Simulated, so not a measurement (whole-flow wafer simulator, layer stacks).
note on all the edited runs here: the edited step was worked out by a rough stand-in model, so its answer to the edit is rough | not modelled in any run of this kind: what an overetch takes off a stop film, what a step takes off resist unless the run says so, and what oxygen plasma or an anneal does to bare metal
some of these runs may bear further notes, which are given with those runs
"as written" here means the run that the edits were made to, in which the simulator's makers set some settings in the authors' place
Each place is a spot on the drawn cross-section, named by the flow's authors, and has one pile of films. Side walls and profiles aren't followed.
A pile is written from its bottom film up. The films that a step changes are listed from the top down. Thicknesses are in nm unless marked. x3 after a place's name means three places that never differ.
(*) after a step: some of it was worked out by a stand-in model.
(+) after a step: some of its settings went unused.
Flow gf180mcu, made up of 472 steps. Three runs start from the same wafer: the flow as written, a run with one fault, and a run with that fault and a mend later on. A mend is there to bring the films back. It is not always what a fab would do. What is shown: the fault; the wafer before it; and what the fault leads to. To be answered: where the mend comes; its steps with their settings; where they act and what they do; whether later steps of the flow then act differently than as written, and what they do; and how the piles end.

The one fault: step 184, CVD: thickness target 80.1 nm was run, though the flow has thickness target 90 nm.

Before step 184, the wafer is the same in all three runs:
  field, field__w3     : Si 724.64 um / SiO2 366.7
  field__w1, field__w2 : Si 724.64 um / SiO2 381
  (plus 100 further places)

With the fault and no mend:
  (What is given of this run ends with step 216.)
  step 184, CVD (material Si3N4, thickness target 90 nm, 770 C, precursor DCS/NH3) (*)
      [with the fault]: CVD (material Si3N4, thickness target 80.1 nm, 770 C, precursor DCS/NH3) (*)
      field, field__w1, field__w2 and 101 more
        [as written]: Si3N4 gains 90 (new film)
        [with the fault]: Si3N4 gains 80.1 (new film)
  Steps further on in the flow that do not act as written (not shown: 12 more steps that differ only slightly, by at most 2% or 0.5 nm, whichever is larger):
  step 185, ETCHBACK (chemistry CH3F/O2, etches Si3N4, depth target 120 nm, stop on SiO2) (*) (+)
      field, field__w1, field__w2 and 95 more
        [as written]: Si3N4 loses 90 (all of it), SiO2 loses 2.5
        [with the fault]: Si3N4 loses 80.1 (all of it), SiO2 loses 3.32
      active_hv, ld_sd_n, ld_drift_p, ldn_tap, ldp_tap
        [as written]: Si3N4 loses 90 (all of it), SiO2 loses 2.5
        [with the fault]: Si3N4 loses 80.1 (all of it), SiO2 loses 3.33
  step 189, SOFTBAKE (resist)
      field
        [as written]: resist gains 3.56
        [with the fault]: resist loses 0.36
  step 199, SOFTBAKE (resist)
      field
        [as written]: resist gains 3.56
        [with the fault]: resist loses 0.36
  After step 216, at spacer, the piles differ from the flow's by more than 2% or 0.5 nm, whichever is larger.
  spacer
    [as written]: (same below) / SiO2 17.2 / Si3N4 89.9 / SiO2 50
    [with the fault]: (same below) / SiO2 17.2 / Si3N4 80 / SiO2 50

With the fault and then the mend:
  The mend follows step 184.
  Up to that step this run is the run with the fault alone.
  step 184a, CVD (material Si3N4, thickness target 9.9 nm, 770 C, precursor DCS/NH3) (*) (the flow's step 184, run once more with other settings)
      field, field__w1, field__w2 and 101 more
        Si3N4 gains 9.9
  None of the later steps of the flow differs from how it acts as written, at any place that is followed, by more than 2% or 0.5 nm, whichever is larger.
  By the end, the piles equal the flow's at every place that both follow.
